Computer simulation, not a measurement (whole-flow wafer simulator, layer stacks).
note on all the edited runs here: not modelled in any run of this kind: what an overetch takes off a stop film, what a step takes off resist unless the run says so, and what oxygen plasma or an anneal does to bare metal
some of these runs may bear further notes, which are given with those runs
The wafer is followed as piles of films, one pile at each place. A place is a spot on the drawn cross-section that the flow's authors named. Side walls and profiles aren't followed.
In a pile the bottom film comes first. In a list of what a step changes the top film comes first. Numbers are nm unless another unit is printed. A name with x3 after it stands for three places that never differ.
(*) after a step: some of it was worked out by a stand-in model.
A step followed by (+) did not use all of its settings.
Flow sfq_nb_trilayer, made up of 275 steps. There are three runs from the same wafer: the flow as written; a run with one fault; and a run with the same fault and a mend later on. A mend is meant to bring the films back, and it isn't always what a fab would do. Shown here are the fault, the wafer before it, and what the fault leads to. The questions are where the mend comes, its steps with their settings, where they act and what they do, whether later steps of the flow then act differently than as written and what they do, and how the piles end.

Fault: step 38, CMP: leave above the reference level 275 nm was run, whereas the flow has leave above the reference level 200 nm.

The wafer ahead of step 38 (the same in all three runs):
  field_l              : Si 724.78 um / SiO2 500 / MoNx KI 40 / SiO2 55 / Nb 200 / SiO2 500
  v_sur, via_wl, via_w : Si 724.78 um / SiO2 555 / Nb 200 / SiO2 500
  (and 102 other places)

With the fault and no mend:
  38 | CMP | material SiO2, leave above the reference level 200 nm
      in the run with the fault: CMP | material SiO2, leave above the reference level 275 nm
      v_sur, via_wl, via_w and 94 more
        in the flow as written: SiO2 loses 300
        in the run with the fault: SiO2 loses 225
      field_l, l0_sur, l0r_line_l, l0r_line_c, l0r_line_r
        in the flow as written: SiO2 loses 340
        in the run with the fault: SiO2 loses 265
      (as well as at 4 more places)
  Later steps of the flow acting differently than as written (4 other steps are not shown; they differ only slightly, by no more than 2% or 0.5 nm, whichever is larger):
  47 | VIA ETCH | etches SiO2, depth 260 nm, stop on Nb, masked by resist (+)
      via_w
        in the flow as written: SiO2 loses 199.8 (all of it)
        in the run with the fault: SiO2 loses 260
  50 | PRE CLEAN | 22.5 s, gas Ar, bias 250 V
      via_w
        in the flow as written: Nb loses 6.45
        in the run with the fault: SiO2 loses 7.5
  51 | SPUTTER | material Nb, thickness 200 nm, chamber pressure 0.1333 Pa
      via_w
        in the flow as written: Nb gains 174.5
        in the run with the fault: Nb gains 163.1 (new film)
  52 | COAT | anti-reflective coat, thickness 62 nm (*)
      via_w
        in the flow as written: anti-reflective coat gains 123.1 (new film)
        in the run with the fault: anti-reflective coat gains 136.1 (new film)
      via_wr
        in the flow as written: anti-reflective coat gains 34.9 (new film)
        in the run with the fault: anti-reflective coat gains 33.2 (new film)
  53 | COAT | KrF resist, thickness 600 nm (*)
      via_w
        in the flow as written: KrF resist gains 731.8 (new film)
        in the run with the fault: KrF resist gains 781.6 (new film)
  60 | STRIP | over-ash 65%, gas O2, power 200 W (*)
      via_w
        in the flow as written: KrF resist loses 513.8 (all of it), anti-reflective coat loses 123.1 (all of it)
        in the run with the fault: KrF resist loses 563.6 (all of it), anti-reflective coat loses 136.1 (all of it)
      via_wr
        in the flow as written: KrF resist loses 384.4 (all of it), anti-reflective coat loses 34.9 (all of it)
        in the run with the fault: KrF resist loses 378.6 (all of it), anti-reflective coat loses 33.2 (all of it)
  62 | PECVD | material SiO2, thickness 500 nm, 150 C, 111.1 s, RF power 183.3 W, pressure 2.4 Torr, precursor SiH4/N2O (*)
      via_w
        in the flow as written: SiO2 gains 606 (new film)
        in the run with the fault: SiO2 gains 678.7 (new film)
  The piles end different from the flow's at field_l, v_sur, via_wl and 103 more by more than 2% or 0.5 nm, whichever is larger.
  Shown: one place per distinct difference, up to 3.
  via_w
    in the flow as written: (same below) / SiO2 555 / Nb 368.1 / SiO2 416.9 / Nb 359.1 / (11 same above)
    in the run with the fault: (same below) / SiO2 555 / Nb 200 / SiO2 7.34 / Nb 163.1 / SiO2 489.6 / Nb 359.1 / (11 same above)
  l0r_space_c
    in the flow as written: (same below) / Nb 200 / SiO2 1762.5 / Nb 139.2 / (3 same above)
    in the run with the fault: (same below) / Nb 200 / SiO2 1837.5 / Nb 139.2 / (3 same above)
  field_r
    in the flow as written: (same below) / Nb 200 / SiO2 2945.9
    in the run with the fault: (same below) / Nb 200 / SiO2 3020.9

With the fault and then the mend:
  After step 45 comes the mend.
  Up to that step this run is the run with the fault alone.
  45a | STRIP | over-ash 65%, gas O2, power 200 W (*)
      field_l, v_sur, via_wl and 102 more
        KrF resist loses 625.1 (all of it), anti-reflective coat loses 62 (all of it)
      via_w
        anti-reflective coat loses 62 (all of it)
  45b | CMP | material SiO2, leave above the reference level 200 nm (a further turn of the flow's step 38)
      field_l, v_sur, via_wl and 103 more
        SiO2 loses 75
  45c | COAT | anti-reflective coat, thickness 62 nm (a further turn of the flow's step 40)
      field_l, v_sur, via_wl and 103 more
        anti-reflective coat gains 62 (new film)
  45d | COAT | KrF resist, thickness 650 nm (a further turn of the flow's step 41)
      field_l, v_sur, via_wl and 103 more
        KrF resist gains 650 (new film)
  45e | SOFTBAKE | KrF resist (a further turn of the flow's step 42)
      does not change any film at any place that is followed
  45f | EXPOSE | photomask I0, dose 11.91 mJ/cm2, NA 0.6, wavelength 248 nm (*) (a further turn of the flow's step 43)
      does not change any film at any place that is followed
  45g | PEB | KrF resist, 90 s (a further turn of the flow's step 44)
      field_l, v_sur, via_wl and 103 more
        KrF resist loses 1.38
  45h | DEVELOP | KrF resist, thickness 650 nm, 60 s (a further turn of the flow's step 45)
      field_l, v_sur, via_wl and 102 more
        KrF resist loses 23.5
      via_w
        KrF resist loses 648.6 (all of it)
  Later steps of the flow that are run all act as written at every place that is followed.
  The piles end the same as the flow's at every place that both follow.
